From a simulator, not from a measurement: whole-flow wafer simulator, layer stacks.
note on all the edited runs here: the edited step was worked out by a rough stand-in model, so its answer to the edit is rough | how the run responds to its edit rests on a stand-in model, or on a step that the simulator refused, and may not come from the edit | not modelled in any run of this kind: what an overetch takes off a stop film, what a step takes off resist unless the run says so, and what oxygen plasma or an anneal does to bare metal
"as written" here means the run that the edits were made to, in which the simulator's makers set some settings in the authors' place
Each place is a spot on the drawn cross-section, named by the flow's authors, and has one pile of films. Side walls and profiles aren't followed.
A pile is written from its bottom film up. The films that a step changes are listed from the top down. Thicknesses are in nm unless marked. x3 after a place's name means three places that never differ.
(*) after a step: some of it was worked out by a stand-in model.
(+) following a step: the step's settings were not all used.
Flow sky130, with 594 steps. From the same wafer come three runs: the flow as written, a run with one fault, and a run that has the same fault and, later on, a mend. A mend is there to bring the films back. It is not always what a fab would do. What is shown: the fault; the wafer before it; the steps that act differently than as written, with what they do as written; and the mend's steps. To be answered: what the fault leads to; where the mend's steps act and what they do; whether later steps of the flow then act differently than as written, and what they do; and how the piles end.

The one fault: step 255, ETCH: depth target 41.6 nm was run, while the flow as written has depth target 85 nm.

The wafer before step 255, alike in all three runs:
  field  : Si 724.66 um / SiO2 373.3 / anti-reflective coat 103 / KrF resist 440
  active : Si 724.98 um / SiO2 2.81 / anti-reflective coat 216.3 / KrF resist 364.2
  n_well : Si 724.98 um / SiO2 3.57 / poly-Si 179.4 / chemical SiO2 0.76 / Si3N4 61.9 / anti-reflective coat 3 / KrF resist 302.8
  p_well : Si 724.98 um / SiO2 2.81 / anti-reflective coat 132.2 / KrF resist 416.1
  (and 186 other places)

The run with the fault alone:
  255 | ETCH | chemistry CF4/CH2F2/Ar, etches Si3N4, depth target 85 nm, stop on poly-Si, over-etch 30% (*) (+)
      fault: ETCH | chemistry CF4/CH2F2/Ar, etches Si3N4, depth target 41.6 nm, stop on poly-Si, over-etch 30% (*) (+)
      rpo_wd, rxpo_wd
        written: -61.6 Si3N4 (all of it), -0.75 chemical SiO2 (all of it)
        fault: -41.6 Si3N4
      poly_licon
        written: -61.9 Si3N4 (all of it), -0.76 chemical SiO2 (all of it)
        fault: -41.6 Si3N4
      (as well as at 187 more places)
  Steps further on in the flow that do not act as written (15 more steps, not shown, differ only slightly: by at most 2% or 0.5 nm, whichever is larger):
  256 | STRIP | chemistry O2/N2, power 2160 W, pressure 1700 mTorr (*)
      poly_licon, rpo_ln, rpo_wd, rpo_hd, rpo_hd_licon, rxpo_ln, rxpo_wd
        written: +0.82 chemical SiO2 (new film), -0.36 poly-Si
        fault: nothing
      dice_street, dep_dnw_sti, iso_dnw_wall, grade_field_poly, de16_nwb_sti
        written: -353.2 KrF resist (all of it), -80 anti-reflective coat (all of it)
        fault: -373.1 KrF resist (all of it), -80 anti-reflective coat (all of it)
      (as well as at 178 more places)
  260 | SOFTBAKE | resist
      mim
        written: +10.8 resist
        fault: +12.1 resist
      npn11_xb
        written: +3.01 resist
        fault: +3.61 resist
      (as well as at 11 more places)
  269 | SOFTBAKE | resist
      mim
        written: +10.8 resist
        fault: +12.1 resist
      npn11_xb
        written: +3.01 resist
        fault: +3.61 resist
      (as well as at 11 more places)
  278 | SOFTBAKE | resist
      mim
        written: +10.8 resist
        fault: +12.1 resist
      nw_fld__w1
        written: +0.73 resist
        fault: +1.34 resist
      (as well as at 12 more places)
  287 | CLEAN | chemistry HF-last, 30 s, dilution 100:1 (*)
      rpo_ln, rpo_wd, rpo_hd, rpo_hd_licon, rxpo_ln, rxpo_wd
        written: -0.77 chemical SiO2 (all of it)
        fault: -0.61 Si3N4
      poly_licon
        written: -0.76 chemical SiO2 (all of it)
        fault: -0.61 Si3N4
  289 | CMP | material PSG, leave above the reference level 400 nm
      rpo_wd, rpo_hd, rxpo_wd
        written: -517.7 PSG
        fault: -538.4 PSG
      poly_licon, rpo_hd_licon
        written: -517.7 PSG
        fault: -538.7 PSG
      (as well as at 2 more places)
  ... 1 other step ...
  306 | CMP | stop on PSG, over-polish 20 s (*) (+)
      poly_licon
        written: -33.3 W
        fault: -34 W
  The piles end different from the flow's at rpo_ln, rpo_wd, rpo_hd, rxpo_ln, rxpo_wd by more than 2% or 0.5 nm, whichever is larger.
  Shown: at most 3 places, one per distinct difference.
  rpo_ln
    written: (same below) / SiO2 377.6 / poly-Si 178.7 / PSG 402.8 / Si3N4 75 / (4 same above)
    fault: (same below) / SiO2 377.6 / poly-Si 179.4 / chemical SiO2 0.75 / Si3N4 19.2 / PSG 382.3 / Si3N4 75 / (4 same above)
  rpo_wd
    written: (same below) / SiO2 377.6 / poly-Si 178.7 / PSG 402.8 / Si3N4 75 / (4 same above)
    fault: (same below) / SiO2 377.6 / poly-Si 179.4 / chemical SiO2 0.75 / Si3N4 19.4 / PSG 382.1 / Si3N4 75 / (4 same above)
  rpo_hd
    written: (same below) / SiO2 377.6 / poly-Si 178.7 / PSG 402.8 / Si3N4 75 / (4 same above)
    fault: (same below) / SiO2 377.6 / poly-Si 179.4 / chemical SiO2 0.75 / Si3N4 19.3 / PSG 382.2 / Si3N4 75 / (4 same above)

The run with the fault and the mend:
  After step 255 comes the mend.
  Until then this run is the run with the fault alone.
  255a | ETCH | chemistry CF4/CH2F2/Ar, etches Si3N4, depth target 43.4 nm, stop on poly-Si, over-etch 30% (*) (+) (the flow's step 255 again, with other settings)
      field, active, n_well and 180 more
        -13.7 KrF resist
      rpo_wd, rxpo_wd
        -20 Si3N4 (all of it), -0.75 chemical SiO2 (all of it)
      poly_licon
        -20.3 Si3N4 (all of it), -0.76 chemical SiO2 (all of it)
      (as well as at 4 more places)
  Steps further on in the flow that do not act as written:
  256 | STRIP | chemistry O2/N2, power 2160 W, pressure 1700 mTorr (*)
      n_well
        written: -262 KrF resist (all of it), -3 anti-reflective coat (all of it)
        mend: -268.3 KrF resist (all of it), -3 anti-reflective coat (all of it)
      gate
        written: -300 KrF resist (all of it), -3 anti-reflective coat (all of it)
        mend: -306.2 KrF resist (all of it), -3 anti-reflective coat (all of it)
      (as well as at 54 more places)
  At every place that both follow, the piles at the end match the flow's.
